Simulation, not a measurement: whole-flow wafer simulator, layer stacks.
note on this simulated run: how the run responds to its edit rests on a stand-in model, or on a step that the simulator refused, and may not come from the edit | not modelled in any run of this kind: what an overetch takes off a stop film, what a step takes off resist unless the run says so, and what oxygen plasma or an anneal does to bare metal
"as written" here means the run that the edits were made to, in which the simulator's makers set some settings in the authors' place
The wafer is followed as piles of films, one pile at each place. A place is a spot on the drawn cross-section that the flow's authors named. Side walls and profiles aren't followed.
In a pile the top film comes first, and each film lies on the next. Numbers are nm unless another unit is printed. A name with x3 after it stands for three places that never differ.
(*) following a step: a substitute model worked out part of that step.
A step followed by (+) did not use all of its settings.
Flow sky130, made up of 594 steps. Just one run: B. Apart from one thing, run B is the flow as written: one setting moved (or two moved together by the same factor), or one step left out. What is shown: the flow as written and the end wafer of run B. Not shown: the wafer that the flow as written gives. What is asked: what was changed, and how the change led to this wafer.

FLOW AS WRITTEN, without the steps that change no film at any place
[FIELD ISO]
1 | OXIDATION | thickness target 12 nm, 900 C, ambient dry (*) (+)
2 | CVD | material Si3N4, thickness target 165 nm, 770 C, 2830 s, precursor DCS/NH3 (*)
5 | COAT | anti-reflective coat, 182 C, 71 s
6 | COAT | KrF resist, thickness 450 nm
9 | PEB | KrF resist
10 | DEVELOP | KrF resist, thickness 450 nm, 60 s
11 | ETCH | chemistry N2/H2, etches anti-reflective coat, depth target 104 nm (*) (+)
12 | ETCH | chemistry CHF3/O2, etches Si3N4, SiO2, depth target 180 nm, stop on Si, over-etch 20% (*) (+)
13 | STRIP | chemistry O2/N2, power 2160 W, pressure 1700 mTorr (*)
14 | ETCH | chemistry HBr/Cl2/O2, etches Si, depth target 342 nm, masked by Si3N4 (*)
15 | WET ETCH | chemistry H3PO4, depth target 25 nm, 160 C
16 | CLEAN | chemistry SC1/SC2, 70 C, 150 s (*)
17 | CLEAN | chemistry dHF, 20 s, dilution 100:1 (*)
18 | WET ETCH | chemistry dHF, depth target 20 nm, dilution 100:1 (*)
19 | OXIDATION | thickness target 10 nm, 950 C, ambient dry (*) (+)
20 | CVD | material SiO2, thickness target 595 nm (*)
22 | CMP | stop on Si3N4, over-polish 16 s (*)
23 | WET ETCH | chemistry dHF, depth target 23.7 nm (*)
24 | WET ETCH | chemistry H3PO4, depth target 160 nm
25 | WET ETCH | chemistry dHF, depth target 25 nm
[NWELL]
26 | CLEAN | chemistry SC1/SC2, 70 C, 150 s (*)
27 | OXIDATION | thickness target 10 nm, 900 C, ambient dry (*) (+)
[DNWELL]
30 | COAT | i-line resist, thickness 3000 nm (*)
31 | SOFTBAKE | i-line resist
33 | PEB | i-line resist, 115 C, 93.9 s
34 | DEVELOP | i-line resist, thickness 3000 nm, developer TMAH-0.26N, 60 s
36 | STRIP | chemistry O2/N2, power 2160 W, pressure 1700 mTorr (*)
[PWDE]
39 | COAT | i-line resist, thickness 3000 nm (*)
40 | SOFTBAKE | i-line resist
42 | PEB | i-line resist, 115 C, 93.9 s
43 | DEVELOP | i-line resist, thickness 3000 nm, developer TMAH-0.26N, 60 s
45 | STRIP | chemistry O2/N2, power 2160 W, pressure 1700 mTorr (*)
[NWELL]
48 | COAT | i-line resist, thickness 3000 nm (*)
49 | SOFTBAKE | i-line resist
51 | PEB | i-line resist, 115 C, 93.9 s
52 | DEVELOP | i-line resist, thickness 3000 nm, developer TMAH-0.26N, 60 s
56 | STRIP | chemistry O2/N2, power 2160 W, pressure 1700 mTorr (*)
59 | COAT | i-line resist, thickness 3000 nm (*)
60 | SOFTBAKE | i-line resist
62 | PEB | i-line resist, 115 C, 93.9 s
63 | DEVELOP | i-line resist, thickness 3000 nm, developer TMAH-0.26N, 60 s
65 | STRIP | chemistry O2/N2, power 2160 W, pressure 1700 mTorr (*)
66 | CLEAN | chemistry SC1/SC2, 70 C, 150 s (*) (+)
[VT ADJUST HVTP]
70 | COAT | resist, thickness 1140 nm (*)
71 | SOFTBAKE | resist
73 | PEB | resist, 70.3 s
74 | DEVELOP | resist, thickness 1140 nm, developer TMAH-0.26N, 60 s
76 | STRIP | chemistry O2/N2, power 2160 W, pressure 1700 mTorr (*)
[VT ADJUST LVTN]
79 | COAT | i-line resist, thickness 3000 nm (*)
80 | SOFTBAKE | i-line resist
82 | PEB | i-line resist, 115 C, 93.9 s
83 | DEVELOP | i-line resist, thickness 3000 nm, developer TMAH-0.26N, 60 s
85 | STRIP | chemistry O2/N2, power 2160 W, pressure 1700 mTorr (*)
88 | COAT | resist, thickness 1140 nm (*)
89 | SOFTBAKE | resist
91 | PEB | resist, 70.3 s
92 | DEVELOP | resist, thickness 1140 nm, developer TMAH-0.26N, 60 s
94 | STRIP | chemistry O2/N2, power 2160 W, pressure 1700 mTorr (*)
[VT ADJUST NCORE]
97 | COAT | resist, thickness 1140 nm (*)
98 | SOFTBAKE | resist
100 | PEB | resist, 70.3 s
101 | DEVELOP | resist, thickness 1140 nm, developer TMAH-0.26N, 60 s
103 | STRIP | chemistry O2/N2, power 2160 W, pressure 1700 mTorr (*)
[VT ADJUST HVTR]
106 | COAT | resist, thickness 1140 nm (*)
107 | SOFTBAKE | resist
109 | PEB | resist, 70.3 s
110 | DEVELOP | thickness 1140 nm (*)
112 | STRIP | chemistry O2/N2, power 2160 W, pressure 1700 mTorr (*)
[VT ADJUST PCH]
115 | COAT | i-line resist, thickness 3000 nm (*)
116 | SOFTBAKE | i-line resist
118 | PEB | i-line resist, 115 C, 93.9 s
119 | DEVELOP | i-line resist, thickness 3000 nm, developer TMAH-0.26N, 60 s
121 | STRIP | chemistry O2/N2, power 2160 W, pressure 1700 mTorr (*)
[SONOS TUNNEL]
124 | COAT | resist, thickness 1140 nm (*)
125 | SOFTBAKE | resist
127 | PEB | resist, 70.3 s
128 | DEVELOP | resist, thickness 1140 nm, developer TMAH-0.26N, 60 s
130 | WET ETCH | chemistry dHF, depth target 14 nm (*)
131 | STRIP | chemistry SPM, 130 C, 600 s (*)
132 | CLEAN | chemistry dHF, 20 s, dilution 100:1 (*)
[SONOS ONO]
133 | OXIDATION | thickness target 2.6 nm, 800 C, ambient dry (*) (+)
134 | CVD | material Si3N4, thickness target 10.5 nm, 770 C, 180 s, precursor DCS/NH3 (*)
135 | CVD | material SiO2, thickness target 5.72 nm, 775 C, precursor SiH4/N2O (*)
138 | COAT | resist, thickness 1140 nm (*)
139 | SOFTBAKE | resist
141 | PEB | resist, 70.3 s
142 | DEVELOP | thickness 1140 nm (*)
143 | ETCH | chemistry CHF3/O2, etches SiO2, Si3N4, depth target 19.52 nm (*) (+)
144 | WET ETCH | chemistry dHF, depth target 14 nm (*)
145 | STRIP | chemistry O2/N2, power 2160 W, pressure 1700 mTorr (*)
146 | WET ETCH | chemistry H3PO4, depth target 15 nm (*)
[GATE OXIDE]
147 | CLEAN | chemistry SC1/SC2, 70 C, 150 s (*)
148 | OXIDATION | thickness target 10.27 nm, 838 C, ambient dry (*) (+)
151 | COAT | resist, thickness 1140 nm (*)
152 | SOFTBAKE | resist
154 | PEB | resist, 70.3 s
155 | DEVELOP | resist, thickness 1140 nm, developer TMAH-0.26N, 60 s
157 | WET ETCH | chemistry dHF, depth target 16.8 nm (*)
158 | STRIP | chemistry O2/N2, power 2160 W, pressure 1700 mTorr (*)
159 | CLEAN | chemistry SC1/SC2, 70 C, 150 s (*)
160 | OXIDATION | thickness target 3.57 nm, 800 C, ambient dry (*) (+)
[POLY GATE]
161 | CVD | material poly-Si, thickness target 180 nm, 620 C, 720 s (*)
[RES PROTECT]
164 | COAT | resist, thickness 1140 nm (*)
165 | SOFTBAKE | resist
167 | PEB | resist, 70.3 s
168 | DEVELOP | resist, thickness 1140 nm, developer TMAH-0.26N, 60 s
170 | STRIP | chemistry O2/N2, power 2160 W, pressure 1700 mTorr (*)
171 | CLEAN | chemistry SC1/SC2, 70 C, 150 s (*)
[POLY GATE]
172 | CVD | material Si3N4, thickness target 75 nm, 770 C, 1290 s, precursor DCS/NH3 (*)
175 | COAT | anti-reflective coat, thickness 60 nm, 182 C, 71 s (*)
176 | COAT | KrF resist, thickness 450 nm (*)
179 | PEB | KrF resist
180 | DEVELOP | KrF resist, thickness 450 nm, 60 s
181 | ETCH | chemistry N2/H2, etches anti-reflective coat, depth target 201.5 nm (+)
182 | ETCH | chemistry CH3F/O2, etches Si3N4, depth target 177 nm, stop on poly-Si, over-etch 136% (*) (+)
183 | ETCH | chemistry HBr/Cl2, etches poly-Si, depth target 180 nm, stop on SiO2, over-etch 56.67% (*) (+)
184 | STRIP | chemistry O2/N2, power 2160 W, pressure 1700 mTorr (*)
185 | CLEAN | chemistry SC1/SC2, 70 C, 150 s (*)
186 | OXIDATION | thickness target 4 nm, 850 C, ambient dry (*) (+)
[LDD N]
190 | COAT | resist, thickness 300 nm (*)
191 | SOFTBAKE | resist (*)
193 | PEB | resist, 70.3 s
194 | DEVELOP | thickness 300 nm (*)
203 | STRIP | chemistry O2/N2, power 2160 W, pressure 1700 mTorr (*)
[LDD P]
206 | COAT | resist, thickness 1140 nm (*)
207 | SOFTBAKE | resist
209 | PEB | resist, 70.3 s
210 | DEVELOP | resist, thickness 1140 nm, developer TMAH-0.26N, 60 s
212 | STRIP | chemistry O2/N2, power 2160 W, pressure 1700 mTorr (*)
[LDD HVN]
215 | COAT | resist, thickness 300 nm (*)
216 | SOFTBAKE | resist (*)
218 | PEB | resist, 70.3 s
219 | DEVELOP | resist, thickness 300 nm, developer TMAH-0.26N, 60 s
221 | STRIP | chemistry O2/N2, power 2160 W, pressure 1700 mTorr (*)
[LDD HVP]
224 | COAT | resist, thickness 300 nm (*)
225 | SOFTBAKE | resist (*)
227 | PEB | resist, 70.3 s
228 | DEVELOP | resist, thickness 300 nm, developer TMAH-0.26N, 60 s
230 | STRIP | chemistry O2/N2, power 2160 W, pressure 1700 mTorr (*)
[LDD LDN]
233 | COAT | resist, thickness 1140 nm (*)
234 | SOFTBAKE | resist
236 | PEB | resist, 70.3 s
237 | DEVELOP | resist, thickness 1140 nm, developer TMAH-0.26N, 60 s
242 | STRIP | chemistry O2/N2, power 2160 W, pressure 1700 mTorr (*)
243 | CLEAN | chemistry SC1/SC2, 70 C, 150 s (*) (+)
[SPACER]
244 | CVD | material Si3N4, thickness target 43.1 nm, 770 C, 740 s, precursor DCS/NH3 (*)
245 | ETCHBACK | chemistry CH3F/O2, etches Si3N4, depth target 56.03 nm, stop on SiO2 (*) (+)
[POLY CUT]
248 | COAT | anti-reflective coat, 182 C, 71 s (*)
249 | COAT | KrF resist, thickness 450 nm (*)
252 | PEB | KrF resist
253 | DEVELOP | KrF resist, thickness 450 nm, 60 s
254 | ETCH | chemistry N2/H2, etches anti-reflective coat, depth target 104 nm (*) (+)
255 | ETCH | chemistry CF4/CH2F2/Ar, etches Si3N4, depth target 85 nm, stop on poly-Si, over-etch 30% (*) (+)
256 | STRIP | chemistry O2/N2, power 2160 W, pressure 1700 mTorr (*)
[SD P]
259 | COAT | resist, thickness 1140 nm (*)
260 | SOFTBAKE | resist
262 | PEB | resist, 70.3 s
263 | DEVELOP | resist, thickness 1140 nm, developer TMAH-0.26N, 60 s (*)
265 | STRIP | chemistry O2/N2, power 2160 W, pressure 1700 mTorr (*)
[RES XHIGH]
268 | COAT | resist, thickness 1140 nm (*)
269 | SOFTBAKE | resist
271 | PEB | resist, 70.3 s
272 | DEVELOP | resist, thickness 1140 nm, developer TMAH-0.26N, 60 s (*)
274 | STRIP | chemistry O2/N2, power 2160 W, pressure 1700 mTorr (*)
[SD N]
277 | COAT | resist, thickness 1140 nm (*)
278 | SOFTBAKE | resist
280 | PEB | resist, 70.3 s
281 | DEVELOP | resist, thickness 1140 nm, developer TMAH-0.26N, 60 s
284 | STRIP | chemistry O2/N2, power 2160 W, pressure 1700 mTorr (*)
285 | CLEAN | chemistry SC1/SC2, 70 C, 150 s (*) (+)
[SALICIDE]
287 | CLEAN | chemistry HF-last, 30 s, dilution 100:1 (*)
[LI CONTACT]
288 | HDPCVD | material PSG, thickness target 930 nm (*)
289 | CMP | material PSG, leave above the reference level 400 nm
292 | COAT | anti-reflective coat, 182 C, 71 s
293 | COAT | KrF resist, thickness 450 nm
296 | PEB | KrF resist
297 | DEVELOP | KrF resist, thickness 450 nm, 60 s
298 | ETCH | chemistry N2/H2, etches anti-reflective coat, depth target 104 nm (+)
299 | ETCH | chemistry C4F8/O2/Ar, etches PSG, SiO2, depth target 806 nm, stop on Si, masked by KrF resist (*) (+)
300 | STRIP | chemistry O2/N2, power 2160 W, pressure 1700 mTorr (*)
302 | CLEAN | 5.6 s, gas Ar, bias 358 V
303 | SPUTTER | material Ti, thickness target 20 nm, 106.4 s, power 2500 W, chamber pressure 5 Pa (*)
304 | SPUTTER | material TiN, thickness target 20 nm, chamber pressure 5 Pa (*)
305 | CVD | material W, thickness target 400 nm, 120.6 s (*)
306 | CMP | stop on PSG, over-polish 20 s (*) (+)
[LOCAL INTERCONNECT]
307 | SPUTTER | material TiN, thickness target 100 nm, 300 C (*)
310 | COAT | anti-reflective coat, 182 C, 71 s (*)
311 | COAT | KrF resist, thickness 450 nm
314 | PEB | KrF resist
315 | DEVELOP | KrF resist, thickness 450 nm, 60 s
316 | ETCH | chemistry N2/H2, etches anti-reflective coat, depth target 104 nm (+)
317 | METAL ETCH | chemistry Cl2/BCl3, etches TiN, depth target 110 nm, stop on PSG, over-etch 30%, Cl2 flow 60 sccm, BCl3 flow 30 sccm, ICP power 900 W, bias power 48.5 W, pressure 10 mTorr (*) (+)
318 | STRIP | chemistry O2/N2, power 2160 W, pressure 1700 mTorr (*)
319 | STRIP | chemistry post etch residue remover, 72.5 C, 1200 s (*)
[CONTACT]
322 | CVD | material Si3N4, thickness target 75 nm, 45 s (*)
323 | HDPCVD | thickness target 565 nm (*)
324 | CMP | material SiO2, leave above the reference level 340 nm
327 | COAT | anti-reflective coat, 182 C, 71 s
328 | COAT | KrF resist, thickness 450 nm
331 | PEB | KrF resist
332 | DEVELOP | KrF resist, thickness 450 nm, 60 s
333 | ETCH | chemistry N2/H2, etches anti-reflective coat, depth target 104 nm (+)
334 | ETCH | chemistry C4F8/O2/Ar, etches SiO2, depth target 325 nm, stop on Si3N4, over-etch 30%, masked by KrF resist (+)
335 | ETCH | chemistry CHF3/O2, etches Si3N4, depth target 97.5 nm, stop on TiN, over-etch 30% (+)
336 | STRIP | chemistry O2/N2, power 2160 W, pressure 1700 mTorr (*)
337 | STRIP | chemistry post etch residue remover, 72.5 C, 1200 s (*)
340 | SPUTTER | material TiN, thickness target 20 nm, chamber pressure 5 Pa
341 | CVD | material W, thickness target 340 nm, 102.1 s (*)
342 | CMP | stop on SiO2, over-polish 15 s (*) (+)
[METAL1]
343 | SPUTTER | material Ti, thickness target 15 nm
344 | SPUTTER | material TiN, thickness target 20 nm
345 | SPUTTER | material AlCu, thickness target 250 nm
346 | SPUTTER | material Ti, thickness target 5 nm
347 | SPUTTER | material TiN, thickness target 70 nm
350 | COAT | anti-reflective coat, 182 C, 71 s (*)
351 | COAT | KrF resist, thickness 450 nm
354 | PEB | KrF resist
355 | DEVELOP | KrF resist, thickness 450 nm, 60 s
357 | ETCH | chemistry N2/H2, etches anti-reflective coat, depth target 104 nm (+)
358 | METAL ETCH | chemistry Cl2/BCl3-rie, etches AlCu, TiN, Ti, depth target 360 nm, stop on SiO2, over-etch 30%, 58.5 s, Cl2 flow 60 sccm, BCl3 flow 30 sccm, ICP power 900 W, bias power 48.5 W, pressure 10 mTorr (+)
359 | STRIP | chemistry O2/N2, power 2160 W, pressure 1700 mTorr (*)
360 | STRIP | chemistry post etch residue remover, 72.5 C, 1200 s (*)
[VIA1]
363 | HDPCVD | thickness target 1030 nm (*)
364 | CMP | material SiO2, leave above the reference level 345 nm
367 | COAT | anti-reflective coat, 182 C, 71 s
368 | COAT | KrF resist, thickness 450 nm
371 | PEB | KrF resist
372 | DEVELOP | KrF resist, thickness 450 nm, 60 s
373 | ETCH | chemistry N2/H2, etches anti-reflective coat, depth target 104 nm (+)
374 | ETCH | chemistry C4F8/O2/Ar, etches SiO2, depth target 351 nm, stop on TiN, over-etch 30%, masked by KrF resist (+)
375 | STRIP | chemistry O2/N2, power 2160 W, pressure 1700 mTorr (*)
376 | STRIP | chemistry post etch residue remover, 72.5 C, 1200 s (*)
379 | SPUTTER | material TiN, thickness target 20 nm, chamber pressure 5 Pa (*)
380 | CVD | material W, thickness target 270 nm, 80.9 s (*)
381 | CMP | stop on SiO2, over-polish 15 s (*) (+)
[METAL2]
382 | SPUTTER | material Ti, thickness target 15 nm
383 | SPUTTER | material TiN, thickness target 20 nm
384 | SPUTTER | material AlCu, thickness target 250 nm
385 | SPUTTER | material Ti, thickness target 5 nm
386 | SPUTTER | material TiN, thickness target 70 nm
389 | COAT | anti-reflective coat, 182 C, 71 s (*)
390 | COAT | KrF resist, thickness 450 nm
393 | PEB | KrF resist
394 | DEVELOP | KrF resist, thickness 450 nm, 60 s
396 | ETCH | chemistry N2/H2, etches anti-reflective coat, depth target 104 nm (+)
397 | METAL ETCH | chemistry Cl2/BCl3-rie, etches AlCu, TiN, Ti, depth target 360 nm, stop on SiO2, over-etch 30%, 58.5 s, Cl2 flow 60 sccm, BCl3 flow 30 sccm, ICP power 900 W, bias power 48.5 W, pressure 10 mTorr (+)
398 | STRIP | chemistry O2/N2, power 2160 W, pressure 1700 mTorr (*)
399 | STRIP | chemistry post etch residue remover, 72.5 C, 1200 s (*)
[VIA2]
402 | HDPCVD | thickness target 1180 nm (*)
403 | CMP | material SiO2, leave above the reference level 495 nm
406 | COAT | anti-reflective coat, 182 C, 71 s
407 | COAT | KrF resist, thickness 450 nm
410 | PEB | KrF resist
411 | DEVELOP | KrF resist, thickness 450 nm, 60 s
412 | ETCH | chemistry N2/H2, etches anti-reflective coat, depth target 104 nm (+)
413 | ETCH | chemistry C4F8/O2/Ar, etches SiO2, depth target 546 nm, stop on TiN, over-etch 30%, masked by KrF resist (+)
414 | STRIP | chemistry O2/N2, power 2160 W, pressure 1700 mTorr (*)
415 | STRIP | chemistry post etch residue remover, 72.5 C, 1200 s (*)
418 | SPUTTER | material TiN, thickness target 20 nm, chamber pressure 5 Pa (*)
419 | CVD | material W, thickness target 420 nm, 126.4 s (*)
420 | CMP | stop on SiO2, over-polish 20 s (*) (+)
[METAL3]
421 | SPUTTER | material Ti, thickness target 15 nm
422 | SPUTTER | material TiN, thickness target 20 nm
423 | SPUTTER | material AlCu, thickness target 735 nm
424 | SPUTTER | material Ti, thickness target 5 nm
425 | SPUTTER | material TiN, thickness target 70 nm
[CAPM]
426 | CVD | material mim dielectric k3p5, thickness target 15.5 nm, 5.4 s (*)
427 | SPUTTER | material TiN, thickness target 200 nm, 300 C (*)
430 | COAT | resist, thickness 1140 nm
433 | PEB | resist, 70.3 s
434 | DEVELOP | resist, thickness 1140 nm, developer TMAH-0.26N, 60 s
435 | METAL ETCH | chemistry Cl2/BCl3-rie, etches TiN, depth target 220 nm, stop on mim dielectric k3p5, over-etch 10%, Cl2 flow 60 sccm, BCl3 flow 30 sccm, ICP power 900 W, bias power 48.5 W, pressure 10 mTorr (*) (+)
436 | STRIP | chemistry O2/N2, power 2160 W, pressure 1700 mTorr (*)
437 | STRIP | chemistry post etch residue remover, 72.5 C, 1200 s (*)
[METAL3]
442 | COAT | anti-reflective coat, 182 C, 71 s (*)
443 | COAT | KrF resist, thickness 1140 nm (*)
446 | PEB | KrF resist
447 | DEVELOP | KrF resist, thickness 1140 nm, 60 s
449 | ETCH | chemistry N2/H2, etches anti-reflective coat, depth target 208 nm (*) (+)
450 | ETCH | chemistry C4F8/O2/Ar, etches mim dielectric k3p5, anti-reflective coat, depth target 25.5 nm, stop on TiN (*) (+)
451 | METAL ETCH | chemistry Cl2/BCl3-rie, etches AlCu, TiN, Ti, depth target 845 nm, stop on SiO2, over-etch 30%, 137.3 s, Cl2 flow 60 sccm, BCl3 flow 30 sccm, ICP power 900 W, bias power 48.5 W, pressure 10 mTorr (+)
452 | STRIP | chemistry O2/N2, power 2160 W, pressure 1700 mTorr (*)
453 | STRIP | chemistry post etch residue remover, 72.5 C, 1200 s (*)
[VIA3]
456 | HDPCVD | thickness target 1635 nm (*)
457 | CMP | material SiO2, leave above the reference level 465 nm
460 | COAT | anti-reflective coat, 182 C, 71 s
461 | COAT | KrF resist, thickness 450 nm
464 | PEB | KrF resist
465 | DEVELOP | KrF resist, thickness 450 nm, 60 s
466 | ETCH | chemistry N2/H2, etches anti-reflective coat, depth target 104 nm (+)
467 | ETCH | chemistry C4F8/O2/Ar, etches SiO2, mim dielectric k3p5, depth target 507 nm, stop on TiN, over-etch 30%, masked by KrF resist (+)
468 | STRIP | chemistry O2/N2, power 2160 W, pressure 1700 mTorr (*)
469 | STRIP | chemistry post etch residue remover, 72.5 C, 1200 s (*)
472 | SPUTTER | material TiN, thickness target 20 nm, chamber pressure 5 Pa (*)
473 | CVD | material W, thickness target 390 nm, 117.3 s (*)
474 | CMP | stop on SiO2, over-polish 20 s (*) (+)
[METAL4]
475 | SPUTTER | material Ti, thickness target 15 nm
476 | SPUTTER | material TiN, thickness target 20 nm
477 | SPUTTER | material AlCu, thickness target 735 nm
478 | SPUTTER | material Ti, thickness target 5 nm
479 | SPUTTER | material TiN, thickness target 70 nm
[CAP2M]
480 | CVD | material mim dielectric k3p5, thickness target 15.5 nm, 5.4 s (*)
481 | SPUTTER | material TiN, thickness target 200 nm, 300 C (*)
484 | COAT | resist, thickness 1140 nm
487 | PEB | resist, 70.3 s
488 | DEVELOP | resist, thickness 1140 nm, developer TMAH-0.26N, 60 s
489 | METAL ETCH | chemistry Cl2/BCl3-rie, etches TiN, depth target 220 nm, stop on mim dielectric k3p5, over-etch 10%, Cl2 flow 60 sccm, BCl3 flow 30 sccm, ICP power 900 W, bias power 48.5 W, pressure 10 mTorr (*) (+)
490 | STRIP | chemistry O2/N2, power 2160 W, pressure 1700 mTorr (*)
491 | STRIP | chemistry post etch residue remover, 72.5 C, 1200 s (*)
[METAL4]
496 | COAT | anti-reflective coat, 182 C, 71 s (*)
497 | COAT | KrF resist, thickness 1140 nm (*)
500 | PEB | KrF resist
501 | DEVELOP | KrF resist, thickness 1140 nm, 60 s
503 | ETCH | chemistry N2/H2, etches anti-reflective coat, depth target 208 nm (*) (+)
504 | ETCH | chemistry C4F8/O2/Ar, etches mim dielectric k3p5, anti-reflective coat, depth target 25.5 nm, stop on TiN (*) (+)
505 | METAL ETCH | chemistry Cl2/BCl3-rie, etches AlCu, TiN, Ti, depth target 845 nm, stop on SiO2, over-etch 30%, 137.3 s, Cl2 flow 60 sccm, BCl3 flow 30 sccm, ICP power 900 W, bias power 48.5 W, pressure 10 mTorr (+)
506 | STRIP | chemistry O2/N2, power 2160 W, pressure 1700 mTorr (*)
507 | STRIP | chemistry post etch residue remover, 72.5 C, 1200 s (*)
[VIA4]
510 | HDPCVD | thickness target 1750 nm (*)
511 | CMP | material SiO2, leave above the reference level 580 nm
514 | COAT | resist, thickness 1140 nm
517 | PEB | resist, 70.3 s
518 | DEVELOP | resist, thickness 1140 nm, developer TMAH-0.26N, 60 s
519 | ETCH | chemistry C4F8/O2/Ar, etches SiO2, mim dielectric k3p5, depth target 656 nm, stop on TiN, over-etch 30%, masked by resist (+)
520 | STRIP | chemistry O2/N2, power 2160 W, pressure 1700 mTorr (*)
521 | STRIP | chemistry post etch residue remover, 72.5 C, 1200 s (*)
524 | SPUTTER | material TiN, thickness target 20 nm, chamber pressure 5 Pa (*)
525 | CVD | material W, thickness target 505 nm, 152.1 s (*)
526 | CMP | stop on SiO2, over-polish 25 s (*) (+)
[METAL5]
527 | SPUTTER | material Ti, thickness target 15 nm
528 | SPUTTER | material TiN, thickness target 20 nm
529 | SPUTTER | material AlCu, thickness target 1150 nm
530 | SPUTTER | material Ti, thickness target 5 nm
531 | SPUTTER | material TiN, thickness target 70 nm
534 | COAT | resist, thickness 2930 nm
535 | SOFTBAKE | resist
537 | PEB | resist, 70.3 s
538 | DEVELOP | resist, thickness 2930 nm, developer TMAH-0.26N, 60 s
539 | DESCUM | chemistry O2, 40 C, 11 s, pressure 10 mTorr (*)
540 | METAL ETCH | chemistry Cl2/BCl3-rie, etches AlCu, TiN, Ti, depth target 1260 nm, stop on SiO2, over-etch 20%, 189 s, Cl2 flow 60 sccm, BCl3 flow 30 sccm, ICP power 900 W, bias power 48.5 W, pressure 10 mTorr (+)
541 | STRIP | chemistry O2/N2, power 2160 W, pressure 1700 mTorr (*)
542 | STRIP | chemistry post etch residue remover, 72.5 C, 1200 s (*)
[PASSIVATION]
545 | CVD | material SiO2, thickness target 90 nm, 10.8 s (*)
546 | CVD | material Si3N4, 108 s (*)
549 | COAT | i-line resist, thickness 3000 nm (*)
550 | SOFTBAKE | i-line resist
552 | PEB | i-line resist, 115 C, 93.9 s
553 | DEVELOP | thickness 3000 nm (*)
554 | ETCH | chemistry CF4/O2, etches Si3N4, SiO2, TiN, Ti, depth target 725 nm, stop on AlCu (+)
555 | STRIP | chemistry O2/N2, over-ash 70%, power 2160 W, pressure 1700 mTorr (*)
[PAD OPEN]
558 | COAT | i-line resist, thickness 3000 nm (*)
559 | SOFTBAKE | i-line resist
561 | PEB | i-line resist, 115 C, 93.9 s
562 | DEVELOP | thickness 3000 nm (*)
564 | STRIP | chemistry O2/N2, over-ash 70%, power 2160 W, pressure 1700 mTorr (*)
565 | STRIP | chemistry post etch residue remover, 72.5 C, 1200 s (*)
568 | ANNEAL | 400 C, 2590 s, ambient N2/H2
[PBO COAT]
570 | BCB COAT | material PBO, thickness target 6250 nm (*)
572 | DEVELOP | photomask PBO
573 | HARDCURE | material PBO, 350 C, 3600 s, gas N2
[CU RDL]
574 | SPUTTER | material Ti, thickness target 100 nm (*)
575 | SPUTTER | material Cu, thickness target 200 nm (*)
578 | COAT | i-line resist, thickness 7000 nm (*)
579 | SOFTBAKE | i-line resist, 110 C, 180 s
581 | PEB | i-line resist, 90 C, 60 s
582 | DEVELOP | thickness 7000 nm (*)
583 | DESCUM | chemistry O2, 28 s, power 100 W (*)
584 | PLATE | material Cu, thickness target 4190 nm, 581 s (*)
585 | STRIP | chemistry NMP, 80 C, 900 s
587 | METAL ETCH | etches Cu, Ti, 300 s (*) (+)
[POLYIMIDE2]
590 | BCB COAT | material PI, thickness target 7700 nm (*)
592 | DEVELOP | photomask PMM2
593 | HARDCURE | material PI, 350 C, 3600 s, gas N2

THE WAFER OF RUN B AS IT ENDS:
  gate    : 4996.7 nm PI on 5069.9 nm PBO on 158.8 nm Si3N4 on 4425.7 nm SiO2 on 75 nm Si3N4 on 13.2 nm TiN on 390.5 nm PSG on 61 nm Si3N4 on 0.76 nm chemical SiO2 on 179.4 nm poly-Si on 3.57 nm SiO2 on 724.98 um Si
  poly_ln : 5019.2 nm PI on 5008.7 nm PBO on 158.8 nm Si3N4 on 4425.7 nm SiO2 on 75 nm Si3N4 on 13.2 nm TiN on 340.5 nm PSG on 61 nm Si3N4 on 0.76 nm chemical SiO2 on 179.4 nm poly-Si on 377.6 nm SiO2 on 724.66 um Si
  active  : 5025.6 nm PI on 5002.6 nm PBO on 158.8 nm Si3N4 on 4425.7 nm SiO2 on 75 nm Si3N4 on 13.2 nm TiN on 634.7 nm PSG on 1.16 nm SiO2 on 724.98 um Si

The reason: step 316, ETCH: depth target 63.4 nm was run, whereas the flow has depth target 104 nm.

The path from the change to this, step by step:
  316 | ETCH | chemistry N2/H2, etches anti-reflective coat, depth target 104 nm (+)
      field, active, gate and 87 more: -63.4 anti-reflective coat (as written it would have been: -80 anti-reflective coat (all of it), -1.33 TiN)
      rpo_hd: -63.4 anti-reflective coat (as written it would have been: -80 anti-reflective coat (all of it), -1.34 TiN)
      (and at 100 other places as well)
  317 | METAL ETCH | chemistry Cl2/BCl3, etches TiN, depth target 110 nm, stop on PSG, over-etch 30%, Cl2 flow 60 sccm, BCl3 flow 30 sccm, ICP power 900 W, bias power 48.5 W, pressure 10 mTorr (*) (+)
      field, active, gate and 88 more: -16.6 anti-reflective coat (all of it), -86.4 TiN (as written it would have been: -98.7 TiN (all of it))
  318 | STRIP | chemistry O2/N2, power 2160 W, pressure 1700 mTorr (*)
      n_well, p_well, gate_hv and 93 more: -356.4 KrF resist (all of it), -80 anti-reflective coat (all of it) (as written it would have been: -333.8 KrF resist (all of it), -80 anti-reflective coat (all of it))
      poly_licon, ndiff_licon, ndiff_licon_cpp, rpo_hd_licon: -356.4 KrF resist (all of it), -80.5 anti-reflective coat (all of it) (as written it would have been: -333.9 KrF resist (all of it), -80.5 anti-reflective coat (all of it))
  324 | CMP | material SiO2, leave above the reference level 340 nm
      field, active, gate and 88 more: -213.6 SiO2 (as written it would have been: -200.4 SiO2)
Taking metal films that touch as one body, gate has 1 body; the flow as written gives 0 bodies.
Taking metal films that touch as one body, poly_ln has 1 body; the flow as written gives 0 bodies.
Taking metal films that touch as one body, active has 1 body; the flow as written gives 0 bodies.
